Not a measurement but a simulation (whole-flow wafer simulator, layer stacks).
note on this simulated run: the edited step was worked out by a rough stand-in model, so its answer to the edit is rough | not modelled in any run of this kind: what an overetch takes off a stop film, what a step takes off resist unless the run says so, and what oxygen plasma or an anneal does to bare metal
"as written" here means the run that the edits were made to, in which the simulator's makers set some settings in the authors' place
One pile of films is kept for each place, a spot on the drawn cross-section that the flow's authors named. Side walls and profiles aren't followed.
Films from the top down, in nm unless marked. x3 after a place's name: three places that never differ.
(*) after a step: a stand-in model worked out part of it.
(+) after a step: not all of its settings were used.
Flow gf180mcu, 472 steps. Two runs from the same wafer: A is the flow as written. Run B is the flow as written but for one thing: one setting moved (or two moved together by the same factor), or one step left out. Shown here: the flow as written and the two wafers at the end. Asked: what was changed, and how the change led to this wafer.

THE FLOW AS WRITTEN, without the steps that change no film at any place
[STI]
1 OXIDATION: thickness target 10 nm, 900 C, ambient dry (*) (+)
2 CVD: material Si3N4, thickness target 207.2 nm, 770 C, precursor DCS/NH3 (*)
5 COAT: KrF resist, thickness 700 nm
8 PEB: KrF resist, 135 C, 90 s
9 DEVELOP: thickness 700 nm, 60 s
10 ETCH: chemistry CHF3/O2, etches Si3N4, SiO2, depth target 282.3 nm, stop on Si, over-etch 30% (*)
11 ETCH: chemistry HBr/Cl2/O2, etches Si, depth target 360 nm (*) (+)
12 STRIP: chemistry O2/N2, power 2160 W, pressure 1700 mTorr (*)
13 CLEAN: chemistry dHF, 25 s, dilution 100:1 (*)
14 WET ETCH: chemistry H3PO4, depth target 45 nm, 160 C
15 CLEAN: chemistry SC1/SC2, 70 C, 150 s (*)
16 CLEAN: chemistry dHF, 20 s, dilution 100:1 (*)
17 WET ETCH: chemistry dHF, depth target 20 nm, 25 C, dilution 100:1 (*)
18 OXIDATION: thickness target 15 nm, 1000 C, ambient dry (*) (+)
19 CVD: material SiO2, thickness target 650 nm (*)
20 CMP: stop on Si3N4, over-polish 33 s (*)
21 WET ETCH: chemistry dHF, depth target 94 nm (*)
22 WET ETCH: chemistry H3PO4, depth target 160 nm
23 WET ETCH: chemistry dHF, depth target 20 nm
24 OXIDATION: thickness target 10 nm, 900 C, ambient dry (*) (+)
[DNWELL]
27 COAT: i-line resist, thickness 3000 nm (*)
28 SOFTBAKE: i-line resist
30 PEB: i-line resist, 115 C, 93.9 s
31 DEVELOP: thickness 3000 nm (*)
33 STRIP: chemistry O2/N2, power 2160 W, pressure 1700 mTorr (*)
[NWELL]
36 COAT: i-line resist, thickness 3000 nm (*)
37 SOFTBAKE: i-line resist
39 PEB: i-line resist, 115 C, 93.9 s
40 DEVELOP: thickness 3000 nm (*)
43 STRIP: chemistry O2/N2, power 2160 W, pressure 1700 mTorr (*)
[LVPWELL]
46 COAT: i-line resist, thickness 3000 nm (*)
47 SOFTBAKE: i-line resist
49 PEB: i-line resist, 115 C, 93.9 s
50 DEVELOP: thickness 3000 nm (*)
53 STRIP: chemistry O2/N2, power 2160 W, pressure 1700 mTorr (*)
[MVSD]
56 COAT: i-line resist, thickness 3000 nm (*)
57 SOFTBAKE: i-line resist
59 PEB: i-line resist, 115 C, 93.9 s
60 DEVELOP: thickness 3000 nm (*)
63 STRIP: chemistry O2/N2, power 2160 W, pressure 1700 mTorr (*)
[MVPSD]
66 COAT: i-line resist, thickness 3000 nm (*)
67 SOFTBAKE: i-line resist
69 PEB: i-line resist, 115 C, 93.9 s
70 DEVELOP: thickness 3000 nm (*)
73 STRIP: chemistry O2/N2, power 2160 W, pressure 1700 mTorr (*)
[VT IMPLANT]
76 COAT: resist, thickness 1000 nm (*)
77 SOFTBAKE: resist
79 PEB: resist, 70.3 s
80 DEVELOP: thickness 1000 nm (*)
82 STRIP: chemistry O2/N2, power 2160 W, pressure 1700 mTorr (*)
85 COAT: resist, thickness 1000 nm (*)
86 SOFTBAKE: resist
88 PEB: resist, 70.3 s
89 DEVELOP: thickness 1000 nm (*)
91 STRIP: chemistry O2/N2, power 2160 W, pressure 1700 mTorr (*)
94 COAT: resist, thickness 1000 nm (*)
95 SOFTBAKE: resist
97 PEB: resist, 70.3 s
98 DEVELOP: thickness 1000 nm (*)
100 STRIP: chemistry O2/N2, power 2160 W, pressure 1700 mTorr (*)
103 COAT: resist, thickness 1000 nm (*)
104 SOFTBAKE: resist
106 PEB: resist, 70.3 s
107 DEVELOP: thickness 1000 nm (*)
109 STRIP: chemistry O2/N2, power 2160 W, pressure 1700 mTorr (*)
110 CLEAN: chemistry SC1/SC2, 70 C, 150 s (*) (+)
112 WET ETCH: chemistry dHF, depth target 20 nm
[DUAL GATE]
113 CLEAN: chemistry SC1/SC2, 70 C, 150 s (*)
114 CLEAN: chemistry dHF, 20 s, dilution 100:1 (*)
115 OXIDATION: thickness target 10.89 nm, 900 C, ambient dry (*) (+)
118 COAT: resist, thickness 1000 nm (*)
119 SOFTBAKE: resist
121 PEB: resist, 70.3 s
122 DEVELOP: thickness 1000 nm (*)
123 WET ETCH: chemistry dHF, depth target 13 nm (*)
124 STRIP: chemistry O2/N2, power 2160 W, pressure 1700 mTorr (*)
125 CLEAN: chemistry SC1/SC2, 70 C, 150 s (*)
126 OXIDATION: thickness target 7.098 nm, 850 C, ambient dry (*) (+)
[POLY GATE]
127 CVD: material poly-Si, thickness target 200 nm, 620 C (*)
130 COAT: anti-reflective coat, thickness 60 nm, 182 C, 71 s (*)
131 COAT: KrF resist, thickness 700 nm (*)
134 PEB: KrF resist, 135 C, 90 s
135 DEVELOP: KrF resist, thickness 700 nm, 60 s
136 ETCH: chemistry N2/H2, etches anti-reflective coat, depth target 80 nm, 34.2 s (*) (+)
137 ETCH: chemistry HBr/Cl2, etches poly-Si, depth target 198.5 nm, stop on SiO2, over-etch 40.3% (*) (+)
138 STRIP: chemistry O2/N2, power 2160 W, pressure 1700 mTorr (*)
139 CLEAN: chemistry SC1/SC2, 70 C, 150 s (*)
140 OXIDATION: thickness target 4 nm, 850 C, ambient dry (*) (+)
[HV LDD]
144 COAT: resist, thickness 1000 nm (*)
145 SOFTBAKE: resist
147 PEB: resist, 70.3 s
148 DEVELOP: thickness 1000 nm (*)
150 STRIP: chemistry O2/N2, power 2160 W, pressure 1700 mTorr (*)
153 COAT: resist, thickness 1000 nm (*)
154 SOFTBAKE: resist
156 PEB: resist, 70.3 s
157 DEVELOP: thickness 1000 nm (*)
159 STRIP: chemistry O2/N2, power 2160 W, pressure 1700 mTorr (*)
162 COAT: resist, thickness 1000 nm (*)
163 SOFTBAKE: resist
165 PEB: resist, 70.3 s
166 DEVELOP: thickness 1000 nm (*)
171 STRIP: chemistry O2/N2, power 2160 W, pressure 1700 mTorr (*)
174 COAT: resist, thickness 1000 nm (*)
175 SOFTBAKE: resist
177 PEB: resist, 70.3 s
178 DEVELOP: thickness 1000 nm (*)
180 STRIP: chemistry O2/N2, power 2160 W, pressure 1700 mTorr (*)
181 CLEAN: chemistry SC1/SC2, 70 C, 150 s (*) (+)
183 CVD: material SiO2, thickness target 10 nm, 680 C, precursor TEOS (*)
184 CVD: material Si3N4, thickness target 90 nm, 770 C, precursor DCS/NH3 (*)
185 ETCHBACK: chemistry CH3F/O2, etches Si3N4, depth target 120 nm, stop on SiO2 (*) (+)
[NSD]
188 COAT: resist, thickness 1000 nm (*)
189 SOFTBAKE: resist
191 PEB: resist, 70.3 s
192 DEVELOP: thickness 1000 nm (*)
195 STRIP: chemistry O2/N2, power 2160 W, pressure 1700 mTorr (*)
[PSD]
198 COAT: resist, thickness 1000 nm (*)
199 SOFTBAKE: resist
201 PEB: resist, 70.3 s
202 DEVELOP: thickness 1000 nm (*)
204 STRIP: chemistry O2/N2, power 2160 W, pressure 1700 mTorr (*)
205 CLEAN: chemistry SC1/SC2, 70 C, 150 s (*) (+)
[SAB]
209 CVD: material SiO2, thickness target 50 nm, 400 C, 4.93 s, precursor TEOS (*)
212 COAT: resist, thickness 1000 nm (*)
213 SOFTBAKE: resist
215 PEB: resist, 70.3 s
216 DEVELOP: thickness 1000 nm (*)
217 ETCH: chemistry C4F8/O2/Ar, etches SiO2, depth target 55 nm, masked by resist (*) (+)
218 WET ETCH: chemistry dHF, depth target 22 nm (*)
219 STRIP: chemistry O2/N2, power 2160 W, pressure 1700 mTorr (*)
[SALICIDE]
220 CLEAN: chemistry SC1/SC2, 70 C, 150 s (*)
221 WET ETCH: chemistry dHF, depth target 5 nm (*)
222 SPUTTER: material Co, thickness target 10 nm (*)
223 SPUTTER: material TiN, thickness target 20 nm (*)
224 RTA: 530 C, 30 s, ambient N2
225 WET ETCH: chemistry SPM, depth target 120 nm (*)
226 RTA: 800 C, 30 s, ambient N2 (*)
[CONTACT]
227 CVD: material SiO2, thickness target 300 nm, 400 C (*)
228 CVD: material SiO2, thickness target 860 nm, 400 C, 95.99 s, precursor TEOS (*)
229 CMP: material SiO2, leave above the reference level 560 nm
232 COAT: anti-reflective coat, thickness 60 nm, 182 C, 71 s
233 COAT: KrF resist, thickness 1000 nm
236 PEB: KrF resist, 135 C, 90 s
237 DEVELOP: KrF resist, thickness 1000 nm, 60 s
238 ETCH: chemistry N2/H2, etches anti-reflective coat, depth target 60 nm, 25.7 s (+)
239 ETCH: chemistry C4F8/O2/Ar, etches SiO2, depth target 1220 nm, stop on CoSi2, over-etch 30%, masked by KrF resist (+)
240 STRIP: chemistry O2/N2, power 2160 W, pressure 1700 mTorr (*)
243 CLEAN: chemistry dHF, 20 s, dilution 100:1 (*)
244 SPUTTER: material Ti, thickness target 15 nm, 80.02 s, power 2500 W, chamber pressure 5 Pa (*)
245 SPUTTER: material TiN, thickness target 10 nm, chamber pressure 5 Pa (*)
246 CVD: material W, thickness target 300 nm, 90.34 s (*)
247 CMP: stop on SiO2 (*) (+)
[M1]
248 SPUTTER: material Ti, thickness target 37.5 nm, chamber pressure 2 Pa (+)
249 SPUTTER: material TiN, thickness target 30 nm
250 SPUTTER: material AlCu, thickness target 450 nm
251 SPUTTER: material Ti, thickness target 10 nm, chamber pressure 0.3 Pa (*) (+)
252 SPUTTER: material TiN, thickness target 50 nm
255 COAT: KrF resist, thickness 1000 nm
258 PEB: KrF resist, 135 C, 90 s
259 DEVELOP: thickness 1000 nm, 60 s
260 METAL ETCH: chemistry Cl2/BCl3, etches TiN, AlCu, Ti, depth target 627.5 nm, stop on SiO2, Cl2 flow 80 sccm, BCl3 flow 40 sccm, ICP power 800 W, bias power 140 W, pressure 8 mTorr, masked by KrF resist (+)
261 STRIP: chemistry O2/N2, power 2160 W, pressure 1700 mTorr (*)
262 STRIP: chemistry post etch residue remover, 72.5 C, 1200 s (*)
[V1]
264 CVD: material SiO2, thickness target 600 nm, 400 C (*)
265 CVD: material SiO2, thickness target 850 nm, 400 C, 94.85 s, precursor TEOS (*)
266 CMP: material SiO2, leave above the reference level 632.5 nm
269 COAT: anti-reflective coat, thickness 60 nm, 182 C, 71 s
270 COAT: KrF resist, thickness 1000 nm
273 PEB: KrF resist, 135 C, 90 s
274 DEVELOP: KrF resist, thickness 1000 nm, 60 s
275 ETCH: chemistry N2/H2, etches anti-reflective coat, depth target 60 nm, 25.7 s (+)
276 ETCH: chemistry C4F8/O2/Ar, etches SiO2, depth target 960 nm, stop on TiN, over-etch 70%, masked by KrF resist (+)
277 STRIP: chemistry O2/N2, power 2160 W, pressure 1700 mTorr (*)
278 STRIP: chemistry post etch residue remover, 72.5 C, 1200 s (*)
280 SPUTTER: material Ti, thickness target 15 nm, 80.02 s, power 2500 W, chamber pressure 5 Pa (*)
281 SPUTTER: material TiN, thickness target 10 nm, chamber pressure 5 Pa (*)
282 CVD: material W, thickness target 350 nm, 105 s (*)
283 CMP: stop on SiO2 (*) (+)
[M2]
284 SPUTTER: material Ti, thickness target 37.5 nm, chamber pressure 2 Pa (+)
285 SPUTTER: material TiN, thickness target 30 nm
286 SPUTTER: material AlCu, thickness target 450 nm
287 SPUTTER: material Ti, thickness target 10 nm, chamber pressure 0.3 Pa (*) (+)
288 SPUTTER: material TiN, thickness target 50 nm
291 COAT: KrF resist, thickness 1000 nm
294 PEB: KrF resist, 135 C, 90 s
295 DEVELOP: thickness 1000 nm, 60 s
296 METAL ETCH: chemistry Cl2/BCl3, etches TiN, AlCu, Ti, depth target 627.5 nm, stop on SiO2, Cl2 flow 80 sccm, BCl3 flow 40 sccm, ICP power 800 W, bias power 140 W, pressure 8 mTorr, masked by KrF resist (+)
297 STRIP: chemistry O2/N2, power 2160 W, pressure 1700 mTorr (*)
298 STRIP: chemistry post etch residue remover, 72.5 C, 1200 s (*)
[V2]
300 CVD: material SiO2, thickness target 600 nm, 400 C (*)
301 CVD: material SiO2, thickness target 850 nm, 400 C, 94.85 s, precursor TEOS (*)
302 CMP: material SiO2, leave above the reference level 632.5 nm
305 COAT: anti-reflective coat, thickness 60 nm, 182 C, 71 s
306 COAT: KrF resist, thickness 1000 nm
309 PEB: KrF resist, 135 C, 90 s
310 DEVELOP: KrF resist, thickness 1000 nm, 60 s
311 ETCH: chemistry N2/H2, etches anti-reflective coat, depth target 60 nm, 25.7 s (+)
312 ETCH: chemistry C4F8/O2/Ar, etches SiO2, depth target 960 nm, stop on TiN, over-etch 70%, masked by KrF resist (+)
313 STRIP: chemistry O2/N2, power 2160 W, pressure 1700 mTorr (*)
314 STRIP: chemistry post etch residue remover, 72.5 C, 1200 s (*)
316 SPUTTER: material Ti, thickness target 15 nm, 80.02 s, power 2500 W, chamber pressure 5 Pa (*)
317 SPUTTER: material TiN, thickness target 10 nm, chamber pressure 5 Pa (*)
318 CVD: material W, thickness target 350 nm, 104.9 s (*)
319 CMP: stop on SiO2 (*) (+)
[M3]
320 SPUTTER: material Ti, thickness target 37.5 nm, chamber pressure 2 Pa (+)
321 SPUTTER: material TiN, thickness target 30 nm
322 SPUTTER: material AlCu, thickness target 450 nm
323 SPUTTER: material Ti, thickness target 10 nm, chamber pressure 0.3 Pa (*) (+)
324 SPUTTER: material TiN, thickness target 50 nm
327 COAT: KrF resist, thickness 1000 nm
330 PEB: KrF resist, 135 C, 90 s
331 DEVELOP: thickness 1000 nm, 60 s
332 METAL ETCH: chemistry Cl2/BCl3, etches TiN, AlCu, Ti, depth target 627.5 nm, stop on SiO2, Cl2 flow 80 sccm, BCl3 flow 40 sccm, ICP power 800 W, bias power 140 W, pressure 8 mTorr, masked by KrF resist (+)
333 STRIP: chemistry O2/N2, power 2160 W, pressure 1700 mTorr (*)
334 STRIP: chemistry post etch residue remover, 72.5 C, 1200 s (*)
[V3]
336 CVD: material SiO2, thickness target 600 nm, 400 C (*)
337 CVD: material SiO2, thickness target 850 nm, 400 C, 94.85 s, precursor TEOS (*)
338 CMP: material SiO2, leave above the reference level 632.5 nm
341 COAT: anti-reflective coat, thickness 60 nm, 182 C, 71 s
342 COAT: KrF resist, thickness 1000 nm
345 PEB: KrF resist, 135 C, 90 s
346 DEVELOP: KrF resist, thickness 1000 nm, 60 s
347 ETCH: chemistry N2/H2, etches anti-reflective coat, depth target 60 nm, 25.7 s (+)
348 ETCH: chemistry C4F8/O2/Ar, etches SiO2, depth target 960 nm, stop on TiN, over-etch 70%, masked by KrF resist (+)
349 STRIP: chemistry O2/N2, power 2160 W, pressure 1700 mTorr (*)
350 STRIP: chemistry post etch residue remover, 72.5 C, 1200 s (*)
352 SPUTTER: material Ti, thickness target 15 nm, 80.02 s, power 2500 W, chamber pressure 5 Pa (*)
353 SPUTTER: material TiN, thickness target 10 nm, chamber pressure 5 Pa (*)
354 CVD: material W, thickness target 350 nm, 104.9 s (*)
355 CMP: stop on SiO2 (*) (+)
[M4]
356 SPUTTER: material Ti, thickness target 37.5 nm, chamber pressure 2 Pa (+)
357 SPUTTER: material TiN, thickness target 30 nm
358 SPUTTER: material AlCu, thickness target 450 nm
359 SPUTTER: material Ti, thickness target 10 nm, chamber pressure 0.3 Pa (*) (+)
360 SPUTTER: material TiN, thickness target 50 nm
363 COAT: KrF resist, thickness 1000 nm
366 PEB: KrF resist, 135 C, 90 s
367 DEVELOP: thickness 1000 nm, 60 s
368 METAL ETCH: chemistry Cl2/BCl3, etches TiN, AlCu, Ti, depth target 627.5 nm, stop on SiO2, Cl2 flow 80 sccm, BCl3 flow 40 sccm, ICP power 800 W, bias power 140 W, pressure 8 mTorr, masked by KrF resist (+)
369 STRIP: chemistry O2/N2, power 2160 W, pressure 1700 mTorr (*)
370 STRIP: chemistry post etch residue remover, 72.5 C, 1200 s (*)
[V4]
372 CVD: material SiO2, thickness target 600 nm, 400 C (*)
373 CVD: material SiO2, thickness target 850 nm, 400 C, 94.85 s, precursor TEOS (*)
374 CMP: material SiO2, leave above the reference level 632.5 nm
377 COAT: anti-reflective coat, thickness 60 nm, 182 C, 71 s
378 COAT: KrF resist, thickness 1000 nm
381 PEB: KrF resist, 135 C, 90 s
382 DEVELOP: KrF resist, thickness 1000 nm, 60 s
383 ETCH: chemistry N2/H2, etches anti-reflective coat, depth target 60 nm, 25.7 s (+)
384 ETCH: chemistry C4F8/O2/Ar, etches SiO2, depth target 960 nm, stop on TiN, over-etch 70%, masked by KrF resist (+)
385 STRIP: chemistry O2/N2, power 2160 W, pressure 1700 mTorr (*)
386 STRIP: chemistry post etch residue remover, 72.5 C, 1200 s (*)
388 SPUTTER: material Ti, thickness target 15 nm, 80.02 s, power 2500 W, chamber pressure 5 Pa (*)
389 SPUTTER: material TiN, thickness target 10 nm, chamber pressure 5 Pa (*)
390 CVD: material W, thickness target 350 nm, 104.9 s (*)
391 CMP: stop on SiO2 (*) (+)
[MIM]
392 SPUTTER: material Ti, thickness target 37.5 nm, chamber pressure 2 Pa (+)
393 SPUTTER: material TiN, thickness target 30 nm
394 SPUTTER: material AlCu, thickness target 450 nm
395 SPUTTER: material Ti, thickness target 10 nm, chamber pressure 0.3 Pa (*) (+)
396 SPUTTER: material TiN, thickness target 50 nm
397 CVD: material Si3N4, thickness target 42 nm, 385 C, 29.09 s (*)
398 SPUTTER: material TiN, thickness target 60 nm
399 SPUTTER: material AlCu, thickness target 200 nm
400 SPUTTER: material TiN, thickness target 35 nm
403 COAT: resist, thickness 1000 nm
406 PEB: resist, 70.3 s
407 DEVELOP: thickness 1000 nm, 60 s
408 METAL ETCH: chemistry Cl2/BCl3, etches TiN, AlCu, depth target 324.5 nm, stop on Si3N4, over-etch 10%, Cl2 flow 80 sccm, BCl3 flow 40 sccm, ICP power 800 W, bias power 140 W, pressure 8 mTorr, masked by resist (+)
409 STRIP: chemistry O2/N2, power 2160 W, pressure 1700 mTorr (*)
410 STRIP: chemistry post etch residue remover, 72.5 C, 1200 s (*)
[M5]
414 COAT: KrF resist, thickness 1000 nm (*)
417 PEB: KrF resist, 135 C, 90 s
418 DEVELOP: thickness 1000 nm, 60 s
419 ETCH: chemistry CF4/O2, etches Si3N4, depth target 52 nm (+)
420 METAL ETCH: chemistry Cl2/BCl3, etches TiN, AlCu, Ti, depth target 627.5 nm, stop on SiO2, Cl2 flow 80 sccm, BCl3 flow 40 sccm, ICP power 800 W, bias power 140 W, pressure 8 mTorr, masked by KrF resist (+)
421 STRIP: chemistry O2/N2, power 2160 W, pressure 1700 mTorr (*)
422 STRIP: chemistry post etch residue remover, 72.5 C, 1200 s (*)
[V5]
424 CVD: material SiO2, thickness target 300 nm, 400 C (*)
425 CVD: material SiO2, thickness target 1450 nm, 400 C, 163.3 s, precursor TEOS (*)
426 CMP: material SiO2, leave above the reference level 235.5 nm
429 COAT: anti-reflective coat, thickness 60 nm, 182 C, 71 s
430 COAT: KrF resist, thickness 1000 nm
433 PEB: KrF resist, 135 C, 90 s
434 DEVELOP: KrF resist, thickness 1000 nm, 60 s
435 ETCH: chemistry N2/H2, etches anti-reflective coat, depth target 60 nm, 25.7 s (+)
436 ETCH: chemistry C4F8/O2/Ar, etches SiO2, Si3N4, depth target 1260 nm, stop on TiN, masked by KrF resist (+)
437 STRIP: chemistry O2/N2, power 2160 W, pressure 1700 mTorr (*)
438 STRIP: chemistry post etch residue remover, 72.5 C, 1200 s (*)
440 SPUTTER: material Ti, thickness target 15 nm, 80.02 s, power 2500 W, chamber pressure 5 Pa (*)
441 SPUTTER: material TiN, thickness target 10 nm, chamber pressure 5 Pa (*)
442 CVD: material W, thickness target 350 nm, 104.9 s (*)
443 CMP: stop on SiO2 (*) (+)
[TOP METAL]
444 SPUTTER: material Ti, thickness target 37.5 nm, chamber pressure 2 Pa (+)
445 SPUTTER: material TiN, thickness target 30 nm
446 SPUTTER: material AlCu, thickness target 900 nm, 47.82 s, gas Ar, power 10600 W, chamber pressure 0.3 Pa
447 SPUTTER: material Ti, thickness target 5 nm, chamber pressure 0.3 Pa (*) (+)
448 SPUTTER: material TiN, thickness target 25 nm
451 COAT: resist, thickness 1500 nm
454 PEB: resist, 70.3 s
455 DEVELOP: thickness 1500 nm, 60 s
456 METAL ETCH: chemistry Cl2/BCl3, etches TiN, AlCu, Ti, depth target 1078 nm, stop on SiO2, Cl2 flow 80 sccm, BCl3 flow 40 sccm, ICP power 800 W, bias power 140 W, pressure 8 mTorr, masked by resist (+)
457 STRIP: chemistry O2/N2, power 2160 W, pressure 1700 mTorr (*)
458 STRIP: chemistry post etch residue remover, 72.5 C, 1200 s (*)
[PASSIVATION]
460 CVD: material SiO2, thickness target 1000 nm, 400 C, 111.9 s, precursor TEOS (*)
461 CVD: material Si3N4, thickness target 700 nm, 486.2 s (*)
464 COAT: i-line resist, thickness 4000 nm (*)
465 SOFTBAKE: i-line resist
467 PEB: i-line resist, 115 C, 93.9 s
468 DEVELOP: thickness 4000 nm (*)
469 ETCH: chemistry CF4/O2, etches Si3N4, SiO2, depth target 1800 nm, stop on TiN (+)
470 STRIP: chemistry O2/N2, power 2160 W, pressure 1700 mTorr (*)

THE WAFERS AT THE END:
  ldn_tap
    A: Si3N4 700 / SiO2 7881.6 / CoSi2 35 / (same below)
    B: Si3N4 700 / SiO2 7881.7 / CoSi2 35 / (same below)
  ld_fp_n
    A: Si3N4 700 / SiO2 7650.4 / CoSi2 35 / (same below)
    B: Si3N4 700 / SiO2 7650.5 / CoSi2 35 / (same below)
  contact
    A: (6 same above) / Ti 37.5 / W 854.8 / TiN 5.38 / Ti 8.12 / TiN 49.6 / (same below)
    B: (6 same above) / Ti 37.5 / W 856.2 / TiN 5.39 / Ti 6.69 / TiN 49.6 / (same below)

The cause: step 440, SPUTTER: 66.02 s was run, where the flow has 80.02 s.

How the change led to this, step by step:
  440 SPUTTER: material Ti, thickness target 15 nm, 80.02 s, power 2500 W, chamber pressure 5 Pa (*)
      field, field__w1, field__w2 and 108 more: A Ti +15 (new film) | B Ti +12.3 (new film)
      contact: A Ti +8.12 (new film) | B Ti +6.69 (new film)
  443 CMP: stop on SiO2 (*) (+)
      field, field__w1, field__w2 and 108 more: A W -350 (all of it), TiN -10 (all of it), Ti -15 (all of it), SiO2 -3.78 | B W -350 (all of it), TiN -10 (all of it), Ti -12.3 (all of it), SiO2 -3.76
